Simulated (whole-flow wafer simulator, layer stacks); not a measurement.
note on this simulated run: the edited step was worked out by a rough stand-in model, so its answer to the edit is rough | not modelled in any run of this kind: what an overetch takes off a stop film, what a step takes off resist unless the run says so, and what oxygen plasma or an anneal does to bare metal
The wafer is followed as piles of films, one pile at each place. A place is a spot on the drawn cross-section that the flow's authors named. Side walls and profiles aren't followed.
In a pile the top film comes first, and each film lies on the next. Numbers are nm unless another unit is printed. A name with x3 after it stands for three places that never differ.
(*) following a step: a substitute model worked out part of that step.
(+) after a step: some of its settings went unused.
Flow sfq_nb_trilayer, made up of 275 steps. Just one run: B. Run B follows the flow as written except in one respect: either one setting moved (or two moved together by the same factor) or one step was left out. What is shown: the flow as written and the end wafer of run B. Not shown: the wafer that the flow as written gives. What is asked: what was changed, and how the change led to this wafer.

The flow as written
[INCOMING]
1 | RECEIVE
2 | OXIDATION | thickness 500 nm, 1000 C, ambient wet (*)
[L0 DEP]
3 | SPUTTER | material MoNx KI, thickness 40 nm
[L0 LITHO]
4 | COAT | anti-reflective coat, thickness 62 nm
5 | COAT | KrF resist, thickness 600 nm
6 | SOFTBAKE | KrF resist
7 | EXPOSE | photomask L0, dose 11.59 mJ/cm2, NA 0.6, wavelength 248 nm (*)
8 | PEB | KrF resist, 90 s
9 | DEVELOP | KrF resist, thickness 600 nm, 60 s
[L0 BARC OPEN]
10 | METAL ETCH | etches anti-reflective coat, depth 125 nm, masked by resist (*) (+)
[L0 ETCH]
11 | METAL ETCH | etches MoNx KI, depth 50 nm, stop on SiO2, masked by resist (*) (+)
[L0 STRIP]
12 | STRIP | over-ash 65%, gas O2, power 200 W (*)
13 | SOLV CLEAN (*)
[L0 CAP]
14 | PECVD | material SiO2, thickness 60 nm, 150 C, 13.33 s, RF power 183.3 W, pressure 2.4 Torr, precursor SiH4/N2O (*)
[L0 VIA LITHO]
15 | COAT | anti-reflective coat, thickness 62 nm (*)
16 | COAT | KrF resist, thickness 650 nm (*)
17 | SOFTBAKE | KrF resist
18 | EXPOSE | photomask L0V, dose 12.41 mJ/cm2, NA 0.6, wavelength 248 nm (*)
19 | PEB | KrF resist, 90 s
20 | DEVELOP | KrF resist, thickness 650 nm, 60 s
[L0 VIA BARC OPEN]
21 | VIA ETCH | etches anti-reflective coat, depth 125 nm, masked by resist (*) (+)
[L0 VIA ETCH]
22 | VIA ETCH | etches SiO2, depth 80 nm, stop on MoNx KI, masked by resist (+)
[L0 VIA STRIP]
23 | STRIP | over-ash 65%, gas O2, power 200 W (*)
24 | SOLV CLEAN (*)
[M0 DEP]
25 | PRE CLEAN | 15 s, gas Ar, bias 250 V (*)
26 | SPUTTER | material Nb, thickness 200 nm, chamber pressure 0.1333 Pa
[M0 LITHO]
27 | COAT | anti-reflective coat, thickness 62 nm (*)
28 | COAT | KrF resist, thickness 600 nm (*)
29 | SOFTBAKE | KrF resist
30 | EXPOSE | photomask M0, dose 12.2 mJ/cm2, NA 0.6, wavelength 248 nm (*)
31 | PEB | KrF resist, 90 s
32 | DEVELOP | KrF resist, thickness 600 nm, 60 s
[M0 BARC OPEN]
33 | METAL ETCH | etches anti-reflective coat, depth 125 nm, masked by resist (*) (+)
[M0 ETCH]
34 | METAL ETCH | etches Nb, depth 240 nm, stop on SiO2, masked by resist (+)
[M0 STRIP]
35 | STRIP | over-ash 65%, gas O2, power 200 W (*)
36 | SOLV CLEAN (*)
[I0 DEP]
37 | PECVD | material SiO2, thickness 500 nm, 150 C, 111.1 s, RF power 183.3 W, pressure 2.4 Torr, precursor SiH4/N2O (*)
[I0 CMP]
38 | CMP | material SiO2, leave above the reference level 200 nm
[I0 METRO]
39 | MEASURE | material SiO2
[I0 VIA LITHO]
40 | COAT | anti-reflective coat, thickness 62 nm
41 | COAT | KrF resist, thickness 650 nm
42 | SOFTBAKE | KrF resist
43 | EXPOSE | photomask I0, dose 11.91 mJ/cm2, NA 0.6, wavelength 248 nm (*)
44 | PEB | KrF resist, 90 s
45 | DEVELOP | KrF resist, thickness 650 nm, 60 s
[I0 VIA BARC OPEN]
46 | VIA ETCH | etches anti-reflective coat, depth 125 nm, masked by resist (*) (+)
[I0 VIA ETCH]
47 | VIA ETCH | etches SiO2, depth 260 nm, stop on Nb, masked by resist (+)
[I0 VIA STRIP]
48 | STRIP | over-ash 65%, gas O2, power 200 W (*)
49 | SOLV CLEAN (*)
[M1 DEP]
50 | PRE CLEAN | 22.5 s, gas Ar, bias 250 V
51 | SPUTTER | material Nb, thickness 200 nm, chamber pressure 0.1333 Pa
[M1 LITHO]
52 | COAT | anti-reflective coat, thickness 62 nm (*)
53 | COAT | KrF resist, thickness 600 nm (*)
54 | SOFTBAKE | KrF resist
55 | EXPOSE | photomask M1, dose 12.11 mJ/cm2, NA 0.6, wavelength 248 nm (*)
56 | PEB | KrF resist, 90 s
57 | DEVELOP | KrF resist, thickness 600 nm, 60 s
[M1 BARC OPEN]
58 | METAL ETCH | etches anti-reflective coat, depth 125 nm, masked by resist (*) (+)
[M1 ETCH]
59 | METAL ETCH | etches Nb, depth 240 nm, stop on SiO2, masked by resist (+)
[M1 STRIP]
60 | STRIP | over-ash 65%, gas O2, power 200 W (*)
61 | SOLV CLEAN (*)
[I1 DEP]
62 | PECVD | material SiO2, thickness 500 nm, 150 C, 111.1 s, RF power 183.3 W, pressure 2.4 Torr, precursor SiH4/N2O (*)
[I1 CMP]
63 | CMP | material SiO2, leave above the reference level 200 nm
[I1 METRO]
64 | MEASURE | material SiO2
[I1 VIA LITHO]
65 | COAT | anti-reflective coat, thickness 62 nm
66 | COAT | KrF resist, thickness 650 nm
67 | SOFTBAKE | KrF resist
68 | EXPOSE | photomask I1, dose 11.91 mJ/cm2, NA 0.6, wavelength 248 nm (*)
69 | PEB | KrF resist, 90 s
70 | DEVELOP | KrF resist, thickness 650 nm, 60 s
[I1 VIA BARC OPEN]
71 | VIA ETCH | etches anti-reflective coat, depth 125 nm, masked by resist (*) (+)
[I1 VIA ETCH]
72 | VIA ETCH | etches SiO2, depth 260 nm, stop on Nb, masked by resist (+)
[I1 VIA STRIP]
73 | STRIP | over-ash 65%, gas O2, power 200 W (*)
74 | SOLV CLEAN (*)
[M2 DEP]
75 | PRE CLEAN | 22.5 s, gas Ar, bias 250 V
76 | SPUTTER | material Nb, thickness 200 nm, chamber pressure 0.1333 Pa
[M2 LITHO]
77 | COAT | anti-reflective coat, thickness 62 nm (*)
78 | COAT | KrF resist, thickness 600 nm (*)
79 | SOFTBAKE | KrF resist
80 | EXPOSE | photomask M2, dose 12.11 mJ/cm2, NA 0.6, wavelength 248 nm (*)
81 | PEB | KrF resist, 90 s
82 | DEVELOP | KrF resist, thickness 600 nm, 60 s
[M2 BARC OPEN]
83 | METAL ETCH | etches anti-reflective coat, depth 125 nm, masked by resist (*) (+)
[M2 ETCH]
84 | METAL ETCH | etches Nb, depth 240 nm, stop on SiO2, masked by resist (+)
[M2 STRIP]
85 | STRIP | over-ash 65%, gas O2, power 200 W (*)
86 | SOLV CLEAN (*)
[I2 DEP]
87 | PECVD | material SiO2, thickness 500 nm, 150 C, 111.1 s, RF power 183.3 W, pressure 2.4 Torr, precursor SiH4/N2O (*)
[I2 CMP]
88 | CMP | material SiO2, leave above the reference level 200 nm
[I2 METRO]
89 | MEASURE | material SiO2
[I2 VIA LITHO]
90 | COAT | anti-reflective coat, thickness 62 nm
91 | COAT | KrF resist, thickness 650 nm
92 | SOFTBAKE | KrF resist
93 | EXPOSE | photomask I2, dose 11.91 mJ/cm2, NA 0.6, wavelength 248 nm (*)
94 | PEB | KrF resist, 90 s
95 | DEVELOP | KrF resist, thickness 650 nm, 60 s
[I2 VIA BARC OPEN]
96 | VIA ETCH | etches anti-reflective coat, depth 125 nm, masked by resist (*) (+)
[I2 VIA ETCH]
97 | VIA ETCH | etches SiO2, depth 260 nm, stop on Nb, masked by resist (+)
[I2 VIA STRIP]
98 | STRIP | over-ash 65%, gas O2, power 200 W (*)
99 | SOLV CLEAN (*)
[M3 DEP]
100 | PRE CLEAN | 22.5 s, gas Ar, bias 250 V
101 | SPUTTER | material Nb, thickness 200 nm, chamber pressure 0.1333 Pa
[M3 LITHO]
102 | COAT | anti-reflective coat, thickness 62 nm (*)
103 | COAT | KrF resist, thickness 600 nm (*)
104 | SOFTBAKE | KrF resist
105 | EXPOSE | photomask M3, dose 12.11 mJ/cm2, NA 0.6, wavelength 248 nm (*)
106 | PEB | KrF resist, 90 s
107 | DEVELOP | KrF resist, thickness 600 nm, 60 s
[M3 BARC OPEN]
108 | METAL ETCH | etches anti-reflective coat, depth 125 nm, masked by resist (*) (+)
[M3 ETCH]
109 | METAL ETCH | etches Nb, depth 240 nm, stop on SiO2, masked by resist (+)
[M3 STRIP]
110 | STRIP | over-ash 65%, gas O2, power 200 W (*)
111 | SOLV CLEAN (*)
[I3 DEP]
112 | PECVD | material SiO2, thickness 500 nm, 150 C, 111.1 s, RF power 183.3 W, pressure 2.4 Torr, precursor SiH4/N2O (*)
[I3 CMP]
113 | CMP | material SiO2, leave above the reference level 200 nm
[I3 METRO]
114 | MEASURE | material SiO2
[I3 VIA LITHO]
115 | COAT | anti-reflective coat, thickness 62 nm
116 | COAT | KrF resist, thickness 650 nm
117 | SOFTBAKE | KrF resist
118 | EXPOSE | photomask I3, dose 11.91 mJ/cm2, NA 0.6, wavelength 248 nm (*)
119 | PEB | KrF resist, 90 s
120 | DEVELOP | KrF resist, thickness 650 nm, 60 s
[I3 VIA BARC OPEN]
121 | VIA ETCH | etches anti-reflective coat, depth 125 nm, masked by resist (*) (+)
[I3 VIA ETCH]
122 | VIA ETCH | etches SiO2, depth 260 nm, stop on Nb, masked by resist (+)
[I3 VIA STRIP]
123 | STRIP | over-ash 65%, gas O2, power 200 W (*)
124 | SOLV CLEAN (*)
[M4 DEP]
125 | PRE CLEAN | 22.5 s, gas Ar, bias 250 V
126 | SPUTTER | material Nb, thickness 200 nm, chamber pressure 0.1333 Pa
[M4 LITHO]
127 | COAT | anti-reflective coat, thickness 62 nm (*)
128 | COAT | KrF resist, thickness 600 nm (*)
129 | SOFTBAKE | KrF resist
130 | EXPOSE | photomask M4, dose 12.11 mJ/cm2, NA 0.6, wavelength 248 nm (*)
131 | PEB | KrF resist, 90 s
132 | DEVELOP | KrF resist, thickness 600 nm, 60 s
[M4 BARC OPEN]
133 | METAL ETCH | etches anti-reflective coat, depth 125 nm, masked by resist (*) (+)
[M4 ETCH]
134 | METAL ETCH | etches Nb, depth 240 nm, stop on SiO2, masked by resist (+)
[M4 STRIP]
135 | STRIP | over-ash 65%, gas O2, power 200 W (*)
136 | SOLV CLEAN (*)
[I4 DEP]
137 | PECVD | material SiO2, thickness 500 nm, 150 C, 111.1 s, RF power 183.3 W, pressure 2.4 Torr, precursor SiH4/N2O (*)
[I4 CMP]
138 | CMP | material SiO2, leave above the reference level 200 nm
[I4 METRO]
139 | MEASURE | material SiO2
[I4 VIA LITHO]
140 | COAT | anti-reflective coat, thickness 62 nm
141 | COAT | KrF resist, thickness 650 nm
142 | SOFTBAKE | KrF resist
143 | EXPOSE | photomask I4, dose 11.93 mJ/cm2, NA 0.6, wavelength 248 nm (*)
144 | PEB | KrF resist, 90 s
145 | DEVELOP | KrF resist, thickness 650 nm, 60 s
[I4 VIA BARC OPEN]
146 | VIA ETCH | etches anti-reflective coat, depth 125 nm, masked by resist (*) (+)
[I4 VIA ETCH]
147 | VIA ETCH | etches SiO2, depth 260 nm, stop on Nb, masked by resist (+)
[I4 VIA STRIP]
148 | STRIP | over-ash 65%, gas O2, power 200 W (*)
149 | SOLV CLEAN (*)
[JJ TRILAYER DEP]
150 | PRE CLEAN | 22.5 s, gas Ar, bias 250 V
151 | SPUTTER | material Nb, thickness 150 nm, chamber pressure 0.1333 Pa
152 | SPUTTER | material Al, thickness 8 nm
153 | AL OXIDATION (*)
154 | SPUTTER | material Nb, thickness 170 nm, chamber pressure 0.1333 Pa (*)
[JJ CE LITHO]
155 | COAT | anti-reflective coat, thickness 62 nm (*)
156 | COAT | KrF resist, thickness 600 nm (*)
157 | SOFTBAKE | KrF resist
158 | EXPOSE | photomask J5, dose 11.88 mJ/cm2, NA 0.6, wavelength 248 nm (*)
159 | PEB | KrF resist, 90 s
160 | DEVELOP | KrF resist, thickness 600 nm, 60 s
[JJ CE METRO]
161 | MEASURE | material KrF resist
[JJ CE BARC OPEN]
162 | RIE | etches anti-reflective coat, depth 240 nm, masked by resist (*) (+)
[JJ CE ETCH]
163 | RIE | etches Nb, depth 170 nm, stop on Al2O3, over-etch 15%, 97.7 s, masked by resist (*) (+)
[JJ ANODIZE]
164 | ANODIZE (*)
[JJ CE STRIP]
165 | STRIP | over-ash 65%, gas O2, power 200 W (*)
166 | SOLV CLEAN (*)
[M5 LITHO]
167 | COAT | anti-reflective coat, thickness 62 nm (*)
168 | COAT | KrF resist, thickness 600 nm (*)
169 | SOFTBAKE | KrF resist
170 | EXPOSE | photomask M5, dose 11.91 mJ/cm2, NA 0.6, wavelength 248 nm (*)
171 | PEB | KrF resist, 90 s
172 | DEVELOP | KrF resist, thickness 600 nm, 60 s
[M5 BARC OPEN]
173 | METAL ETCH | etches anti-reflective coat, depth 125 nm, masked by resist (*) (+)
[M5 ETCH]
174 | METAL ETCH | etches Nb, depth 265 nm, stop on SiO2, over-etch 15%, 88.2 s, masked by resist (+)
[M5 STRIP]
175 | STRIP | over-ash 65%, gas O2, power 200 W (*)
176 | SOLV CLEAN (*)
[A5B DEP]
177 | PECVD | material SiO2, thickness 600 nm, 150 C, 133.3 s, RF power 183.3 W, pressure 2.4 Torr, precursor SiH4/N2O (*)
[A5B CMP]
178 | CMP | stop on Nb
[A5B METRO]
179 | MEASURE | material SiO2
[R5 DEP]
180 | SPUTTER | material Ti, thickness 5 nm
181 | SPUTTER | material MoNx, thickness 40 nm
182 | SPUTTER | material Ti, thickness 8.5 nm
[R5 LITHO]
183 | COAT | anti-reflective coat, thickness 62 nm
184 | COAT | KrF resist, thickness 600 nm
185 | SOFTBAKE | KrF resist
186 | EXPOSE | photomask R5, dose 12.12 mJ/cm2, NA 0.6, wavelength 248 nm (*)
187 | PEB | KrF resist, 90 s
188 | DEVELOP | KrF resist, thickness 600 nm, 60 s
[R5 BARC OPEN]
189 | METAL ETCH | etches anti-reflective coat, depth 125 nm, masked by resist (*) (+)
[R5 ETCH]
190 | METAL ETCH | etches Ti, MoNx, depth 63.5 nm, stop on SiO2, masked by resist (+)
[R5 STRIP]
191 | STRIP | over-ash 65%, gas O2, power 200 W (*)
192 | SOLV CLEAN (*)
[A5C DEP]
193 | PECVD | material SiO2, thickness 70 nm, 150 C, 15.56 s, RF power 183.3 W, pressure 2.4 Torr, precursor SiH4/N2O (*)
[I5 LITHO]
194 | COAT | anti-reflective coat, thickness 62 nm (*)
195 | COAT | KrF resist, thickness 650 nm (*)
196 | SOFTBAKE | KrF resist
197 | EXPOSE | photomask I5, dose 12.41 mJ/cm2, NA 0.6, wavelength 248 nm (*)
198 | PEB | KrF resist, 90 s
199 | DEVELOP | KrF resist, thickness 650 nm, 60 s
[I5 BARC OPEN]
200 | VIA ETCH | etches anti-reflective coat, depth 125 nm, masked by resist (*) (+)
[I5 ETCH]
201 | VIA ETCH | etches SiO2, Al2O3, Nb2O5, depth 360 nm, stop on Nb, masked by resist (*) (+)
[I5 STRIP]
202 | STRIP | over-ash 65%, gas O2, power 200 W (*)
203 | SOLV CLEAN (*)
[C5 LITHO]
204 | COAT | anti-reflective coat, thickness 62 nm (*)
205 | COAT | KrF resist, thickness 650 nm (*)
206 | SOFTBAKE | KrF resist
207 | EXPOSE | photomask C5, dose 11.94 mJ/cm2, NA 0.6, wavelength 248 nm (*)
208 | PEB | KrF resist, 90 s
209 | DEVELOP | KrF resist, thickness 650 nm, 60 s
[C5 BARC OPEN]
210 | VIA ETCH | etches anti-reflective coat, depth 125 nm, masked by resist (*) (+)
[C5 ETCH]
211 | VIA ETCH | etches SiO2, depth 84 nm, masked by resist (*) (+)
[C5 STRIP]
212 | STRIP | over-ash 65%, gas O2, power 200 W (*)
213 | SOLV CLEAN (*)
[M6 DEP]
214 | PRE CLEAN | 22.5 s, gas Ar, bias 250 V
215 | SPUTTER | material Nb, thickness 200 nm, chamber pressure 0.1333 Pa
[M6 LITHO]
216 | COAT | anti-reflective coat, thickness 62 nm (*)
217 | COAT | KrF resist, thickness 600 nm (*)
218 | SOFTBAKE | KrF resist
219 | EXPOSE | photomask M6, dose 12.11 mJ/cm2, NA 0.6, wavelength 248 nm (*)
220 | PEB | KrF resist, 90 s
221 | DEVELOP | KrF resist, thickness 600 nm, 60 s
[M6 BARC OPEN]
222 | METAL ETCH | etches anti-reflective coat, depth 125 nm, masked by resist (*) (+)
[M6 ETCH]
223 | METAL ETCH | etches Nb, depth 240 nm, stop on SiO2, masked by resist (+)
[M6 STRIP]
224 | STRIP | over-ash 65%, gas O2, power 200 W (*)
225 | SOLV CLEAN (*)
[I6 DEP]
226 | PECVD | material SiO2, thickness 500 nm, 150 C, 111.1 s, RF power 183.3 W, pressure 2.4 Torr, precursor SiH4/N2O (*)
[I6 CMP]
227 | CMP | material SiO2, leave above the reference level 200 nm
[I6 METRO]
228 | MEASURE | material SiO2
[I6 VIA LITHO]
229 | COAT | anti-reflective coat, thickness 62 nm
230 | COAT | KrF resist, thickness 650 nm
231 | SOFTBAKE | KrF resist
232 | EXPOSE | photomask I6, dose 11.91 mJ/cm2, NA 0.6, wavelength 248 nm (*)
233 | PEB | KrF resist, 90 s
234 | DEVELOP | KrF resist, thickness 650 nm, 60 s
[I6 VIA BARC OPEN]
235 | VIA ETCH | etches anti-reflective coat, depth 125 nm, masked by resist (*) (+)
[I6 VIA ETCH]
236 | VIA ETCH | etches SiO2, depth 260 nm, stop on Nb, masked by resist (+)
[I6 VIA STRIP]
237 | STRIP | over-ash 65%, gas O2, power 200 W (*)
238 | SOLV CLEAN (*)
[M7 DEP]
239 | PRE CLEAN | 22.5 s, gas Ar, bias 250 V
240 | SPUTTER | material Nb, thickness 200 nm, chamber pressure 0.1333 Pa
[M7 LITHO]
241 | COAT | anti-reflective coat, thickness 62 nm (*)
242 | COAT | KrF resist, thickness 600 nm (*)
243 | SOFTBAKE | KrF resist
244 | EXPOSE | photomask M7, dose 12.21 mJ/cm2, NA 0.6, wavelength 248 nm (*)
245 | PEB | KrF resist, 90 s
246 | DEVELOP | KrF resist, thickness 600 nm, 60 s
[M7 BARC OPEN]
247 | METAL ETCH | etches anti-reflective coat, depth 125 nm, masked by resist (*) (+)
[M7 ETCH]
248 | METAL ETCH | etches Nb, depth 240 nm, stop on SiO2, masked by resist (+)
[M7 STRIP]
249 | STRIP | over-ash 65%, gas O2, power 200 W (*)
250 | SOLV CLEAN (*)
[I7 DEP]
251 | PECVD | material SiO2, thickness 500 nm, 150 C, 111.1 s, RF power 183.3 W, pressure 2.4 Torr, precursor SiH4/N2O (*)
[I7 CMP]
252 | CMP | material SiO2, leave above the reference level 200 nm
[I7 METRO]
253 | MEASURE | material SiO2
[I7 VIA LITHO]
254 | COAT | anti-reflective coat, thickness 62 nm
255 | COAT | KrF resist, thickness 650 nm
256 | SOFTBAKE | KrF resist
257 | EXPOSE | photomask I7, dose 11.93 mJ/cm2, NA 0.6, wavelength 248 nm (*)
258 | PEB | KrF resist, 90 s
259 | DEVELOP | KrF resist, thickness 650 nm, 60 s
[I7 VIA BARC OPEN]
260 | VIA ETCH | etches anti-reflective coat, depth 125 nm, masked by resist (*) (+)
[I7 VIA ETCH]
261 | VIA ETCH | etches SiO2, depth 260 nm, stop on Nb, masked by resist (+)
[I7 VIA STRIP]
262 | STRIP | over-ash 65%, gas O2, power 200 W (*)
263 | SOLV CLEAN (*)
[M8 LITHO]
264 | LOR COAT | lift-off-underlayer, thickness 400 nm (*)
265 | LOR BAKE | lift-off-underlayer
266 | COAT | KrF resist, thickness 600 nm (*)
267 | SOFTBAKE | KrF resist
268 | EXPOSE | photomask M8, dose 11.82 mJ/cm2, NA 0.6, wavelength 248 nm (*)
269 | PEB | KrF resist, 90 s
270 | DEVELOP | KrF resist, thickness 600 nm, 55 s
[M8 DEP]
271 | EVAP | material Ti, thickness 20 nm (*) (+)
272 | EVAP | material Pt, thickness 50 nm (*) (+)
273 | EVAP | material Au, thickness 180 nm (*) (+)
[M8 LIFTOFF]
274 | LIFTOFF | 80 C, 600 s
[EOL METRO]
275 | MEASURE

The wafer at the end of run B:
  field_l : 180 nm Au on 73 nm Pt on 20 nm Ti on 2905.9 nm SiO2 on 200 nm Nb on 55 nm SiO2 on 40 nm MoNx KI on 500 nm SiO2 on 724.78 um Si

The reason: step 272, EVAP: thickness 73 nm was run, whereas the flow has thickness 50 nm.
One can read it off the wafer: field_l has Pt 73, and step 272 as written asks for 50 nm.

Step by step, how the change led to this:
  272 | EVAP | material Pt, thickness 50 nm (*) (+)
      field_l, v_sur, via_wl and 103 more: Pt gains 73 (new film) (it would be, as written: Pt gains 50 (new film))
  274 | LIFTOFF | 80 C, 600 s
      p4_fl, p4_fm, p4_w1 and 71 more: Au loses 180 (all of it), Pt loses 73 (all of it), Ti loses 20 (all of it), KrF resist loses 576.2 (all of it), lift-off-underlayer loses 400 (all of it) (it would be, as written: Au loses 180 (all of it), Pt loses 50 (all of it), Ti loses 20 (all of it), KrF resist loses 576.2 (all of it), lift-off-underlayer loses 400 (all of it))
      c5j, ce_r: Au loses 180 (all of it), Pt loses 73 (all of it), Ti loses 20 (all of it), KrF resist loses 573.3 (all of it), lift-off-underlayer loses 399.3 (all of it) (it would be, as written: Au loses 180 (all of it), Pt loses 50 (all of it), Ti loses 20 (all of it), KrF resist loses 573.3 (all of it), lift-off-underlayer loses 399.3 (all of it))
      (and at 19 other places as well)
